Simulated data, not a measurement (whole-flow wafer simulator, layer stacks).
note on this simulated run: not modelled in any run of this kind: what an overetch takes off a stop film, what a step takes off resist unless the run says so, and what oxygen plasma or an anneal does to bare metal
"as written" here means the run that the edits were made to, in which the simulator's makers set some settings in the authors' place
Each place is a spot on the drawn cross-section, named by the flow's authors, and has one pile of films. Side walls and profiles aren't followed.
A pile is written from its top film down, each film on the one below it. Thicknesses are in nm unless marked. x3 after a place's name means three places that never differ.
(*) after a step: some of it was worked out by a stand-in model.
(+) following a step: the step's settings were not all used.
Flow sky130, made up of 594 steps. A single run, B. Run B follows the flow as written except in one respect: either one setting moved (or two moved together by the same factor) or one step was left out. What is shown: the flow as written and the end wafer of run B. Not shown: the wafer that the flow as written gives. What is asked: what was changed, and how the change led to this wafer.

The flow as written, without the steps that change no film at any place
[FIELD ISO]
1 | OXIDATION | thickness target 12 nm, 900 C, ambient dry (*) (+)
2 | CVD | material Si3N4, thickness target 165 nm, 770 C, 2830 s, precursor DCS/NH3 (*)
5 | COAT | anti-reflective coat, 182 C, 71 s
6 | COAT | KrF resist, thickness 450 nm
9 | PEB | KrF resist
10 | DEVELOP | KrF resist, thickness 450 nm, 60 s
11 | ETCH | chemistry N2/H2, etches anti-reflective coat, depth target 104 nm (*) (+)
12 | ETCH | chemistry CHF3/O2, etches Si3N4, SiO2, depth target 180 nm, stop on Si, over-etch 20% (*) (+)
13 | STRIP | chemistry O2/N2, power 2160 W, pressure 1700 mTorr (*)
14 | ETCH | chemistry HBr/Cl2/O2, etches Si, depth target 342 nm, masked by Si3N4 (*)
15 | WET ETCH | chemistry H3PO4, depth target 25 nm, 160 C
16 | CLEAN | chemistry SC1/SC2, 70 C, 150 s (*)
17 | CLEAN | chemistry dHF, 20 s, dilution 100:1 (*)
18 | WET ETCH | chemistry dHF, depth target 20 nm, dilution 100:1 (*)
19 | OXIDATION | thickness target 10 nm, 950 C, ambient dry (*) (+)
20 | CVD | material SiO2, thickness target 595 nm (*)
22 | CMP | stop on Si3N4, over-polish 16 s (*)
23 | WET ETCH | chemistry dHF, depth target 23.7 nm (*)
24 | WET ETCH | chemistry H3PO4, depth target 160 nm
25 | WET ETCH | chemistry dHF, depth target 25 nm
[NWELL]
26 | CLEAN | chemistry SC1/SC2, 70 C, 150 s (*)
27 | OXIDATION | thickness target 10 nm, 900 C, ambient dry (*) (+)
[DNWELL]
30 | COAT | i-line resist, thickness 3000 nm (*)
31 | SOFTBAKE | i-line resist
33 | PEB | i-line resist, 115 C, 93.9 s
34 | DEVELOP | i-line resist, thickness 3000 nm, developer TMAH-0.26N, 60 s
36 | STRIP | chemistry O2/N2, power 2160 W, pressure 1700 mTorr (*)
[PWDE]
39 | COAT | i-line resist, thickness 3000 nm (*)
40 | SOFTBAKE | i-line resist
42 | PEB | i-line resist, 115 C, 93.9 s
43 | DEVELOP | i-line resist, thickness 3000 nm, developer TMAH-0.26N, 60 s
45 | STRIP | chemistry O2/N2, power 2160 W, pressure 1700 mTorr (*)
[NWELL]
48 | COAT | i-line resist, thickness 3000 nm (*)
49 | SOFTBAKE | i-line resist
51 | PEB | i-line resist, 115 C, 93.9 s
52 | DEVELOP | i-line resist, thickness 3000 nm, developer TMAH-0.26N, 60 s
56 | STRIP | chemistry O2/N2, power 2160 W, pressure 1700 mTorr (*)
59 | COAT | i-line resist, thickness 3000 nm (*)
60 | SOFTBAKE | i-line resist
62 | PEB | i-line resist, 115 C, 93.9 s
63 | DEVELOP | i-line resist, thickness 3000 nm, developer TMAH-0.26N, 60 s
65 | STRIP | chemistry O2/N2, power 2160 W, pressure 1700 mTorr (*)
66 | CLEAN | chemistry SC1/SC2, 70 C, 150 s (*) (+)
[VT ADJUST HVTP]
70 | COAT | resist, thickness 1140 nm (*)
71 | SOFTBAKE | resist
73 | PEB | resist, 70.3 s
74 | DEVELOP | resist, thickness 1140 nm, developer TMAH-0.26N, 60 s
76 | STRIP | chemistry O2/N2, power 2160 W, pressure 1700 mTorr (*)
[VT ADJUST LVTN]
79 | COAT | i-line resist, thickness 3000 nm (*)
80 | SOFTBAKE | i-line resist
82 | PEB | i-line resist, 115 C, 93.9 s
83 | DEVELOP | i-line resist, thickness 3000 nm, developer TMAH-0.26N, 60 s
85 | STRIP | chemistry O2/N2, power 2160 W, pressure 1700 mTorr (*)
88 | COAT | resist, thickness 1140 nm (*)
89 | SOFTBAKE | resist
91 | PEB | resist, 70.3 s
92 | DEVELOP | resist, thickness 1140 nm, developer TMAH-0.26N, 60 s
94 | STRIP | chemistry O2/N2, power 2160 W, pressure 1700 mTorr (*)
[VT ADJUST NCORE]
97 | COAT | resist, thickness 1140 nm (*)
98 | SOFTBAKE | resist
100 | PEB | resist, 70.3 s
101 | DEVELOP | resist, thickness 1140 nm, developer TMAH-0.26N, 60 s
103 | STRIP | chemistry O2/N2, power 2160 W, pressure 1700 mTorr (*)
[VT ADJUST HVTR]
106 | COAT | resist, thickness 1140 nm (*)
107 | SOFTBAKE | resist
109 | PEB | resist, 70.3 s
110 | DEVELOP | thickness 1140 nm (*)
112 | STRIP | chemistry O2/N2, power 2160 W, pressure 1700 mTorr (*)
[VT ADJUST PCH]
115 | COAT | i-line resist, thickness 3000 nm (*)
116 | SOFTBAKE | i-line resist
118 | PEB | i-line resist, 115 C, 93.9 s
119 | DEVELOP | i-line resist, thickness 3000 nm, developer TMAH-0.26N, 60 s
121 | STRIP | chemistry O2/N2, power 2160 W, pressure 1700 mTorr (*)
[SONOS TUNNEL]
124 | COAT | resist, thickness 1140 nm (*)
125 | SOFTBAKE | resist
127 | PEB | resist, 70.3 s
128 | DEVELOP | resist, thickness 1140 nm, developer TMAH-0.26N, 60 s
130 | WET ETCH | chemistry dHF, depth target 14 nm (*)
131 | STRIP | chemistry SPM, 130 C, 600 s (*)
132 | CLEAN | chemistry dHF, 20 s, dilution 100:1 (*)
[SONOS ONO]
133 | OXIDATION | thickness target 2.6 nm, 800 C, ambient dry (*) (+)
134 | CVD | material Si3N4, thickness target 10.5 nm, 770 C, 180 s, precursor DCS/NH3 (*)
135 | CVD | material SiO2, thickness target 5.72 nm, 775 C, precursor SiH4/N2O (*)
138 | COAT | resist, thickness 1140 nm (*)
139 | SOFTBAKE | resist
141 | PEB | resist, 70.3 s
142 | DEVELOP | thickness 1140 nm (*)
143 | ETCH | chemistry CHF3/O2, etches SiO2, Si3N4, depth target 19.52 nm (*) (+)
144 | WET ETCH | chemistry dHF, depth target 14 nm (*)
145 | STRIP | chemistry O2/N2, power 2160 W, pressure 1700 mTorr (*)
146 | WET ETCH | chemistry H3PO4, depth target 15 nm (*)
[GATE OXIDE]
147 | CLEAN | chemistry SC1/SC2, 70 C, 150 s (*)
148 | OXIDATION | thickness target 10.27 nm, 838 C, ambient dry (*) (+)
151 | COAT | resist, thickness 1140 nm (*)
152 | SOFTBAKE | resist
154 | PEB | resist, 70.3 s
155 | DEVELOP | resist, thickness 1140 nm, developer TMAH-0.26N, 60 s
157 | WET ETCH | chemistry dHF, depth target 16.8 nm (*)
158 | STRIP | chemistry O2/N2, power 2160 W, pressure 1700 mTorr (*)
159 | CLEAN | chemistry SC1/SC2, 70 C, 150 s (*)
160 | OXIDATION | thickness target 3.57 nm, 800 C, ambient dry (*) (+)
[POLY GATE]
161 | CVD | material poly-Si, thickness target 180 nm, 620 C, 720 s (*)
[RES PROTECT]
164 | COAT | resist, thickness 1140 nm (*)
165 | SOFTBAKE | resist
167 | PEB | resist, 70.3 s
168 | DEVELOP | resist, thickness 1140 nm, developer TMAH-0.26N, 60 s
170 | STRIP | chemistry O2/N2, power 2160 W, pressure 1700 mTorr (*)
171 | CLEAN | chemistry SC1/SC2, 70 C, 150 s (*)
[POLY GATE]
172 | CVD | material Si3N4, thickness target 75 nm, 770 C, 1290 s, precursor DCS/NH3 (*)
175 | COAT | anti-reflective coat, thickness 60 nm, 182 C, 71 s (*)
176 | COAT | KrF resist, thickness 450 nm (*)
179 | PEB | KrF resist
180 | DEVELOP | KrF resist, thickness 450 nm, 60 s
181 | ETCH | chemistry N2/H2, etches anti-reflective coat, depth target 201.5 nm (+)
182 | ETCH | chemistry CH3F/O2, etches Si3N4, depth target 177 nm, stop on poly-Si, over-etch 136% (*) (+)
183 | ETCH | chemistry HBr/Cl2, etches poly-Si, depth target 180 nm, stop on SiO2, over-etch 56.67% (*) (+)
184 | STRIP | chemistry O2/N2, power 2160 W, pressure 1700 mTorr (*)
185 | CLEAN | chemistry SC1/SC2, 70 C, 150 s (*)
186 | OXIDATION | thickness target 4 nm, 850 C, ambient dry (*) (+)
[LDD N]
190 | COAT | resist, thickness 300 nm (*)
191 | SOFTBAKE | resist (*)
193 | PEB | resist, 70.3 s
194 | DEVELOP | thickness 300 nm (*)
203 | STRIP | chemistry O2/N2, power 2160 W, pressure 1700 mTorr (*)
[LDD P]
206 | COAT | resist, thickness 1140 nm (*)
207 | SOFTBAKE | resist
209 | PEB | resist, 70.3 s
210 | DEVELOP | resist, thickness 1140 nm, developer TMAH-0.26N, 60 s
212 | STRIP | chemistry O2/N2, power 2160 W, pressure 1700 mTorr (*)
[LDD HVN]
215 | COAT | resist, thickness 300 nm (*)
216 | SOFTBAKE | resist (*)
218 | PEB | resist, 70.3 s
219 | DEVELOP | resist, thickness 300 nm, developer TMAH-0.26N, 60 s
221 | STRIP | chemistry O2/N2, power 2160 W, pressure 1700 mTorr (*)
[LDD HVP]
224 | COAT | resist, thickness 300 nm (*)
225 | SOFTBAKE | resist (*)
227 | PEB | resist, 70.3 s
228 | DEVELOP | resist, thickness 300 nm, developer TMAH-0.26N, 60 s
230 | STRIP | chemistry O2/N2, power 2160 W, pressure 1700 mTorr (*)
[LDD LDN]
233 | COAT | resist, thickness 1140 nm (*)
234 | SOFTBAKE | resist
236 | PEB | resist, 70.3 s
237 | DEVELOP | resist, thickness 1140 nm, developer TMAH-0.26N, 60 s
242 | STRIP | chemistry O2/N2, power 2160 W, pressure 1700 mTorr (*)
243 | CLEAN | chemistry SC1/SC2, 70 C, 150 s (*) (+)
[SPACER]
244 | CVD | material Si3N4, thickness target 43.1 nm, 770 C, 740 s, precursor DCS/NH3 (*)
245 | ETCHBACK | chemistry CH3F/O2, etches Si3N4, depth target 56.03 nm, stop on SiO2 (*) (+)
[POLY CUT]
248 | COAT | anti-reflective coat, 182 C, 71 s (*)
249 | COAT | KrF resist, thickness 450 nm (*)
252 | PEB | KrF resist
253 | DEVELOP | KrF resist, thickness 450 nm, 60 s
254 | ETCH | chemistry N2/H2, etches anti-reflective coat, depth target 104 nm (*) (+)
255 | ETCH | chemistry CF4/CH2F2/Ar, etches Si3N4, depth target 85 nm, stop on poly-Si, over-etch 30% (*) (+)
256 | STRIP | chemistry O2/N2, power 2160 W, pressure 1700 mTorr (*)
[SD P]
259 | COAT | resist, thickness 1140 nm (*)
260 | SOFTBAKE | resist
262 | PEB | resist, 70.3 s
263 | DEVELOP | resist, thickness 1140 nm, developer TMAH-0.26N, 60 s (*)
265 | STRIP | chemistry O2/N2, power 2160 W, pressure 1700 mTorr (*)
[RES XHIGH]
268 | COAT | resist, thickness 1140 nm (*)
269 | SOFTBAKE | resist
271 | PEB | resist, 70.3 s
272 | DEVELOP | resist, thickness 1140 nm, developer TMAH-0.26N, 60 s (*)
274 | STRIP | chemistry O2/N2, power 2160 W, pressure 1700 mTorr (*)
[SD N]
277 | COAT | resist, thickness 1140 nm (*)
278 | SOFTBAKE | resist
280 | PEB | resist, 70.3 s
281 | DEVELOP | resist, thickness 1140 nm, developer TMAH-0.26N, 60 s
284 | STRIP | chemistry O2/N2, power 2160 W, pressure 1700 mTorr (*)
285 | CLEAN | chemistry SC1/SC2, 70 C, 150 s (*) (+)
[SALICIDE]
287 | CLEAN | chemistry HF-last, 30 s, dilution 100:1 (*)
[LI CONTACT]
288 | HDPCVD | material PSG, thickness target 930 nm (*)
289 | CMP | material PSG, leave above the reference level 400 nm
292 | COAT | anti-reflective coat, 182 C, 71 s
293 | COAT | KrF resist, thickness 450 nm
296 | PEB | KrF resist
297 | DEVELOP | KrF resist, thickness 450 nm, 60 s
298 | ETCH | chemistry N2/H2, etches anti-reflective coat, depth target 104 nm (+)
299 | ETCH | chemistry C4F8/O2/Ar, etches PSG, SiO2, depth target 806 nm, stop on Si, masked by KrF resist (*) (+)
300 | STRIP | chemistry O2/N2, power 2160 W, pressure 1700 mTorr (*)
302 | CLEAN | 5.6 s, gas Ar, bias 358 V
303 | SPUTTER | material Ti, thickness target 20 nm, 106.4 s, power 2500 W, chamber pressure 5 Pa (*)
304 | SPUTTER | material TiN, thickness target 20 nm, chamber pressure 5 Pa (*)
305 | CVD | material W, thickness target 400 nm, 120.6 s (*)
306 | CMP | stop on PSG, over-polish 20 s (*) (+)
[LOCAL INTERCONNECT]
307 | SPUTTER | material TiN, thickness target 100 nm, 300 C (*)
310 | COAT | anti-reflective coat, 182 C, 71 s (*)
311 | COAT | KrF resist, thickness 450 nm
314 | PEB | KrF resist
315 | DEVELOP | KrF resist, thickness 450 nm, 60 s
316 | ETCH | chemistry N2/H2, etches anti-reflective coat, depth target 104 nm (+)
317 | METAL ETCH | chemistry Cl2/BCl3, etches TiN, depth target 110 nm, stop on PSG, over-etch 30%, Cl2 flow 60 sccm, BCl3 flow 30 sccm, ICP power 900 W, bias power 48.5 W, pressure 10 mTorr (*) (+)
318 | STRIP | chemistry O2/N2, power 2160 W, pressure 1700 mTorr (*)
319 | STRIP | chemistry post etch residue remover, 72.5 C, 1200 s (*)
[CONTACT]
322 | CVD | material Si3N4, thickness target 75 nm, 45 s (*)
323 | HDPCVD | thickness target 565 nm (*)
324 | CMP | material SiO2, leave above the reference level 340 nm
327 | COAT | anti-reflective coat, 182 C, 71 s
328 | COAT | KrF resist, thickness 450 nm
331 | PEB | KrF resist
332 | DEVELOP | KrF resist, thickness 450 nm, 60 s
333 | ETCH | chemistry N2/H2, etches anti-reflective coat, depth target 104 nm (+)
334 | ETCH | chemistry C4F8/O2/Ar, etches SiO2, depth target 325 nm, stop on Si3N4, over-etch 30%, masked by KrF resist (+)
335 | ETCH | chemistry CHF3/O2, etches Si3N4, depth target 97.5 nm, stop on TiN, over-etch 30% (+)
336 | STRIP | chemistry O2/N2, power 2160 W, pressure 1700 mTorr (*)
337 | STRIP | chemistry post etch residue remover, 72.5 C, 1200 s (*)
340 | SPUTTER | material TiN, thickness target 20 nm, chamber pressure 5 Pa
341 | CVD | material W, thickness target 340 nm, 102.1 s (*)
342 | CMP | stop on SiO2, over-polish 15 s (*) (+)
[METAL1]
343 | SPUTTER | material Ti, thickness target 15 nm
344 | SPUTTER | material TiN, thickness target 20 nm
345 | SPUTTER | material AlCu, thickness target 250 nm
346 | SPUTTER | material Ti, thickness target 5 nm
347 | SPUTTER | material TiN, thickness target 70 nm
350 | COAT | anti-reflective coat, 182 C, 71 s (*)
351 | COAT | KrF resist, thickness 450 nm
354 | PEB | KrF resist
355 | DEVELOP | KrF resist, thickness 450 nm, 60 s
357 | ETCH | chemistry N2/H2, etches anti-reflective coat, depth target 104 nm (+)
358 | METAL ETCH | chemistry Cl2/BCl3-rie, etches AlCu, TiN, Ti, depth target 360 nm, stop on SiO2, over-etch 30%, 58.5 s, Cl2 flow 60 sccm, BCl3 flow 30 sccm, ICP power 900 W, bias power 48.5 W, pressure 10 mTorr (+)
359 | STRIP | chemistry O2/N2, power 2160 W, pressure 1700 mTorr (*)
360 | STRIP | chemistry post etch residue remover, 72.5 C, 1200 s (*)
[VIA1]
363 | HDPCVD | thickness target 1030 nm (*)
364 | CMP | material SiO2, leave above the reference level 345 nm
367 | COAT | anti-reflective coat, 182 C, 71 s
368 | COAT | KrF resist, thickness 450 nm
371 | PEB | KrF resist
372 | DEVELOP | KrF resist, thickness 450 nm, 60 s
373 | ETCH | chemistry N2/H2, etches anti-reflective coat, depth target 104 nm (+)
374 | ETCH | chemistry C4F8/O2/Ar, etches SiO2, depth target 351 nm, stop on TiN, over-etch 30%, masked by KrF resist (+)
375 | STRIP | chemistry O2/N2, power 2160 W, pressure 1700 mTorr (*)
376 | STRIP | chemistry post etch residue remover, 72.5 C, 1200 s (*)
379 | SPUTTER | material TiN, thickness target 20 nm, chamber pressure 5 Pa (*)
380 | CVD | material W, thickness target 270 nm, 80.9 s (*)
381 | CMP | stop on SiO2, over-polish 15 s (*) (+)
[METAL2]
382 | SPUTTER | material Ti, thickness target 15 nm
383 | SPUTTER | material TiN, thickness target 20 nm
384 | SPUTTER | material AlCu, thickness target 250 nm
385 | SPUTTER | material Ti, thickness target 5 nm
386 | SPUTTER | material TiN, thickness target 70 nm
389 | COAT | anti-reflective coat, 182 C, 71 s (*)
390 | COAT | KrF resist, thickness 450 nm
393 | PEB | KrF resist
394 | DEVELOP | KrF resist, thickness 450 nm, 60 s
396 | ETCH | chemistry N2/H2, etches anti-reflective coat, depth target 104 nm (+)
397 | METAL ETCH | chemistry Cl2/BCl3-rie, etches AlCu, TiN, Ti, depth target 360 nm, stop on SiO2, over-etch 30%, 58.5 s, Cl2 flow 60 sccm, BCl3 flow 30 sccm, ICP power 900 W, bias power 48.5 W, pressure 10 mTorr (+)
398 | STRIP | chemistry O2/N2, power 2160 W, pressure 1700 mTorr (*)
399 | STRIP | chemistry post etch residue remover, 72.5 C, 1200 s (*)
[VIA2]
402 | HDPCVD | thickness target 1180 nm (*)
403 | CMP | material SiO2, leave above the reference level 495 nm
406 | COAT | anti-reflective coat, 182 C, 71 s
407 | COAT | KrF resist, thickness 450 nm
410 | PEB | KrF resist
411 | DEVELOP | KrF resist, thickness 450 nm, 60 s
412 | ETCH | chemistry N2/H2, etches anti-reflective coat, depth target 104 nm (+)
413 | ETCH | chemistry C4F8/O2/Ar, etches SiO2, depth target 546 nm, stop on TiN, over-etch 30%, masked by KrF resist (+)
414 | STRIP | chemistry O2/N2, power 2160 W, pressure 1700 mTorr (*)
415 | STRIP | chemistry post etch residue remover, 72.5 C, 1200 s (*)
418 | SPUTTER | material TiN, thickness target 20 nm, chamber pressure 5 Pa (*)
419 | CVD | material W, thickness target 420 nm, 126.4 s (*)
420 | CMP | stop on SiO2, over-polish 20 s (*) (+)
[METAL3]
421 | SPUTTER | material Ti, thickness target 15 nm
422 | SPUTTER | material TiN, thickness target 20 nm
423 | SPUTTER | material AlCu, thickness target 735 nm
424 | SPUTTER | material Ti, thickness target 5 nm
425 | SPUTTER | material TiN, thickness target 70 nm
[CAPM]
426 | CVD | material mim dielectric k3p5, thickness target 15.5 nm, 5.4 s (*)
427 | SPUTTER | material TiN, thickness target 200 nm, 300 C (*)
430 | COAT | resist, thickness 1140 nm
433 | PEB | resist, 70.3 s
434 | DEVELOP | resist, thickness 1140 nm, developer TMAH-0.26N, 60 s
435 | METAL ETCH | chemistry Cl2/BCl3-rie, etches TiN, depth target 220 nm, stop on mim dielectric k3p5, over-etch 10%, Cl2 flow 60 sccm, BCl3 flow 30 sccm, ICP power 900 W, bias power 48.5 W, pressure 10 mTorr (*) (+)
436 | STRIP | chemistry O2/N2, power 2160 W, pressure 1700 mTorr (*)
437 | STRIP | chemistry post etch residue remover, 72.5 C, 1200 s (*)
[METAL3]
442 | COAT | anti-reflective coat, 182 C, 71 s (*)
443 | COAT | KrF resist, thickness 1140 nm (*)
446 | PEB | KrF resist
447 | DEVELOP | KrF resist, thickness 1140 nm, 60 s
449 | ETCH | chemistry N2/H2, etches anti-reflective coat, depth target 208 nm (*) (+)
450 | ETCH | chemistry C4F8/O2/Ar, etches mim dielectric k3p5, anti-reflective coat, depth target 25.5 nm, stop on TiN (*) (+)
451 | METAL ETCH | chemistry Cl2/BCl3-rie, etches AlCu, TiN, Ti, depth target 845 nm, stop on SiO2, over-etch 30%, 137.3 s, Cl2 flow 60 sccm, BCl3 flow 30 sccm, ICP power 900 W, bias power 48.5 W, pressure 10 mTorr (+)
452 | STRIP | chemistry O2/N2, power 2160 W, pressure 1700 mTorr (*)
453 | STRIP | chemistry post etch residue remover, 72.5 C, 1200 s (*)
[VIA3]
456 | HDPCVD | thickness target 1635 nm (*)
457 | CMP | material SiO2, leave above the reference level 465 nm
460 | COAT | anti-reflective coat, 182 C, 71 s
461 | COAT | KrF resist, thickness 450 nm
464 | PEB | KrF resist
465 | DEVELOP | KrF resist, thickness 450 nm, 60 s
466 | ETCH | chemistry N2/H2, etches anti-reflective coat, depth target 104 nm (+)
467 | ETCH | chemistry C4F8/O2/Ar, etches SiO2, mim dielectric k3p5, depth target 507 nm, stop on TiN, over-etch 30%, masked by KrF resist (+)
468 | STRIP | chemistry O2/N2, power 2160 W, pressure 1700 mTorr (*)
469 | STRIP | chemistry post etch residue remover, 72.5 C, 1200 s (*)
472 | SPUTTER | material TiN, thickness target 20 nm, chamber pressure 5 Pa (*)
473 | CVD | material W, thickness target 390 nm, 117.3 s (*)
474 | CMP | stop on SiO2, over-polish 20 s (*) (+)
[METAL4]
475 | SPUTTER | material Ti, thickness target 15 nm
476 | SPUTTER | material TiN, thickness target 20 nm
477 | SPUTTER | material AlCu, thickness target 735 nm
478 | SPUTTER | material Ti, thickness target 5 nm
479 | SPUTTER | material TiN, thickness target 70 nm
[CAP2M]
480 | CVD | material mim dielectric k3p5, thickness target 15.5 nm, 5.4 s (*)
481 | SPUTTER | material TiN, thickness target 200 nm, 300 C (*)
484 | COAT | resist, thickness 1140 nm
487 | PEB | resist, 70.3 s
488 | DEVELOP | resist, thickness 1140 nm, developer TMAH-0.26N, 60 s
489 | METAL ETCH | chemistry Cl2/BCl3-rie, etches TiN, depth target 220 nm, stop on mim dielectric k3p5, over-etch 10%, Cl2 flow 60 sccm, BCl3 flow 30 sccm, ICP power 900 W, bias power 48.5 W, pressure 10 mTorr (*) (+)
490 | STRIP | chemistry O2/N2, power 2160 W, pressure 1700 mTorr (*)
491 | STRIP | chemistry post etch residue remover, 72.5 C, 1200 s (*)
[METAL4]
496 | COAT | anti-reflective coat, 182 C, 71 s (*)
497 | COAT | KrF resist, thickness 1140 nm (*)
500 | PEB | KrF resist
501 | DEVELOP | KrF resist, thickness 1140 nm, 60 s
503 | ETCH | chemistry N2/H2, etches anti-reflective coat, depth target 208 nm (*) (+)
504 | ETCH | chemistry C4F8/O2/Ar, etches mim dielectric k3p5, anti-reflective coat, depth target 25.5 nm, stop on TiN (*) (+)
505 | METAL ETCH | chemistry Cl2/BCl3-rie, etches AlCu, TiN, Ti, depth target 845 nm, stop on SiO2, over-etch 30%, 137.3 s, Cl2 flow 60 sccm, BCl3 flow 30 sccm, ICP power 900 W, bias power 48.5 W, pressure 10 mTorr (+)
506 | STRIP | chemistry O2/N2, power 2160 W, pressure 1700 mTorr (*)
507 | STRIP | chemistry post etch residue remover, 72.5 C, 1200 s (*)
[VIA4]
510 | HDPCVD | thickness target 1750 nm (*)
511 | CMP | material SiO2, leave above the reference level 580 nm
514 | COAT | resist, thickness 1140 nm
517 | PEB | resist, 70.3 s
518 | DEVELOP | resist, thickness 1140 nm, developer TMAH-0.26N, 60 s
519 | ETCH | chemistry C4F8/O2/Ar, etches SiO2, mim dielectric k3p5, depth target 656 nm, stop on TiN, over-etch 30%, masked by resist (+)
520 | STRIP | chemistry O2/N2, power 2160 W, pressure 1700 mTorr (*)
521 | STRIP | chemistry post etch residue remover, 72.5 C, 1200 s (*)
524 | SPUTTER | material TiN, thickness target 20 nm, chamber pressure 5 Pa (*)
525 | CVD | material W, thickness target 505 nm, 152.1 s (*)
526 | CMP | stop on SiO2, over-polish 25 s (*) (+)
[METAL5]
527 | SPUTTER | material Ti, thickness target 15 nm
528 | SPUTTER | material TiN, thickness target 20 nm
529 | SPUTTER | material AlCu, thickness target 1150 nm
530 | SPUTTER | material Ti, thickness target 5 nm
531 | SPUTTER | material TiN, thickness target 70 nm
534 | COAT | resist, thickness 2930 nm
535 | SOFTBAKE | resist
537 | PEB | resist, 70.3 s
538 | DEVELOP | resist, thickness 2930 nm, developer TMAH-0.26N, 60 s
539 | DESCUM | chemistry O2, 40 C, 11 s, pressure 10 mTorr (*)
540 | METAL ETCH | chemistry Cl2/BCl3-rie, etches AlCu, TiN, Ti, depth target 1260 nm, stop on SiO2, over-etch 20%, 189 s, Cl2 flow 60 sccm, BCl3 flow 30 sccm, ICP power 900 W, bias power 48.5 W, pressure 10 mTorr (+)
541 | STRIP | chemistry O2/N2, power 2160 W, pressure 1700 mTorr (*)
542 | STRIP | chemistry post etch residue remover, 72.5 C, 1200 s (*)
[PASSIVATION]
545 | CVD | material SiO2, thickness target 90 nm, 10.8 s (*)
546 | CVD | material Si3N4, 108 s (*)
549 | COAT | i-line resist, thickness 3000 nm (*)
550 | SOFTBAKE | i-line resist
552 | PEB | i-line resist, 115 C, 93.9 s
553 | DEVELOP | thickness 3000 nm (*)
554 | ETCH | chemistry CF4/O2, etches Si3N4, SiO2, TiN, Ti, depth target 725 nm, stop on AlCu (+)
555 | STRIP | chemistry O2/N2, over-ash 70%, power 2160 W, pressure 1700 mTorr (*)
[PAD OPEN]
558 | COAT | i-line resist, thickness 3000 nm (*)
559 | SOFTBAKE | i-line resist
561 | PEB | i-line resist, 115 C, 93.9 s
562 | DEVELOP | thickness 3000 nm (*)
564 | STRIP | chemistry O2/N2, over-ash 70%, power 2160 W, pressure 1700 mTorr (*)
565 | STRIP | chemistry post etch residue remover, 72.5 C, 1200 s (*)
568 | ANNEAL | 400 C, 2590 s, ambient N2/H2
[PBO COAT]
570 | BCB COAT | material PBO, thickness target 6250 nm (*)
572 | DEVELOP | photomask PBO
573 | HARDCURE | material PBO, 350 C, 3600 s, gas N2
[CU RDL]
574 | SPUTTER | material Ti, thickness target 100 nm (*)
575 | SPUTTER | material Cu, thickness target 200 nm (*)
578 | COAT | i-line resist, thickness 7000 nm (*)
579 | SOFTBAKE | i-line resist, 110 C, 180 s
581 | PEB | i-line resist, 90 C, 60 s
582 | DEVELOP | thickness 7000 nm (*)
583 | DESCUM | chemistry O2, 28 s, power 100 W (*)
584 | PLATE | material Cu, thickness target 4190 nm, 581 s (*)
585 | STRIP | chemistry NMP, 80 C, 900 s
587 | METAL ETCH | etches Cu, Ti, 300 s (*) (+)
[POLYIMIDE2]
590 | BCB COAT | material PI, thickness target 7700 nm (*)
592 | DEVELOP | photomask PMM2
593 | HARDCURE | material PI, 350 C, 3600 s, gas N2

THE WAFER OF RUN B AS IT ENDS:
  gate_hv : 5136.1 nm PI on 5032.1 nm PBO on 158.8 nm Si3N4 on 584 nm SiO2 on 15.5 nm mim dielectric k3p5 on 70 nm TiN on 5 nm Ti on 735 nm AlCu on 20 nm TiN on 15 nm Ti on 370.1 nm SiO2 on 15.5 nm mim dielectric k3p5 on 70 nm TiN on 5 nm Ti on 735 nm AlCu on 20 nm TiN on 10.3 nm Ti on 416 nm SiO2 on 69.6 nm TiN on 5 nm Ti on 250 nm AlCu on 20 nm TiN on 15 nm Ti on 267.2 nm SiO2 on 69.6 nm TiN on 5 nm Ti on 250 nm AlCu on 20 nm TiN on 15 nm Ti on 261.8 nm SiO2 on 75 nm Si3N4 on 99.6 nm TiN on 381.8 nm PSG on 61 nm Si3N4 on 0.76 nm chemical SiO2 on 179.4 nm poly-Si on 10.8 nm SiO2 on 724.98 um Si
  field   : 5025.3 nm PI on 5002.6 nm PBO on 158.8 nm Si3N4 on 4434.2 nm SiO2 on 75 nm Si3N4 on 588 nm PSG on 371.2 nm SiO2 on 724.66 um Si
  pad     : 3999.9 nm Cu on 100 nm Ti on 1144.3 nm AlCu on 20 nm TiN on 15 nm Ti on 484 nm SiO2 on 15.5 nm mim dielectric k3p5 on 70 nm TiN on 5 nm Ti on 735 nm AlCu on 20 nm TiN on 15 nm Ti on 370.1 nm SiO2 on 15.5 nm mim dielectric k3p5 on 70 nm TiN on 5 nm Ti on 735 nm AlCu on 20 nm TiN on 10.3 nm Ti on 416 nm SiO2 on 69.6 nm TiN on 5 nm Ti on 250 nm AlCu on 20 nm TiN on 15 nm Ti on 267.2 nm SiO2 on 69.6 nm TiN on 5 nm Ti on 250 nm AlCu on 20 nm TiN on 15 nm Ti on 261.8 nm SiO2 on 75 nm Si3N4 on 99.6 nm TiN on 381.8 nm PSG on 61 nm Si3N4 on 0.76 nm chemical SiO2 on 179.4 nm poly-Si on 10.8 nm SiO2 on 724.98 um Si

Cause: step 421, SPUTTER: thickness target 10.3 nm was run, though the flow has thickness target 15 nm.
The wafer itself shows it: gate_hv has Ti 10.3, and step 421 as written asks for 15 nm.

Step by step, how the change led to this:
  421 | SPUTTER | material Ti, thickness target 15 nm
      field, active, n_well and 188 more: Ti gains 10.3 (new film) (in the flow as written it would be: Ti gains 15 (new film))
  451 | METAL ETCH | chemistry Cl2/BCl3-rie, etches AlCu, TiN, Ti, depth target 845 nm, stop on SiO2, over-etch 30%, 137.3 s, Cl2 flow 60 sccm, BCl3 flow 30 sccm, ICP power 900 W, bias power 48.5 W, pressure 10 mTorr (+)
      field, gate, spacer and 68 more: TiN loses 70 (all of it), Ti loses 5 (all of it), AlCu loses 735 (all of it), TiN loses 20 (all of it), Ti loses 10.3 (all of it), SiO2 loses 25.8 (in the flow as written it would be: TiN loses 70 (all of it), Ti loses 5 (all of it), AlCu loses 735 (all of it), TiN loses 20 (all of it), Ti loses 15 (all of it), SiO2 loses 25.4)
      active, vpp_ln, vpp_iso2 and 11 more: TiN loses 70 (all of it), Ti loses 5 (all of it), AlCu loses 735 (all of it), TiN loses 20 (all of it), Ti loses 10.3 (all of it), SiO2 loses 25.8 (in the flow as written it would be: TiN loses 70 (all of it), Ti loses 5 (all of it), AlCu loses 735 (all of it), TiN loses 20 (all of it), Ti loses 15 (all of it), SiO2 loses 25.3)
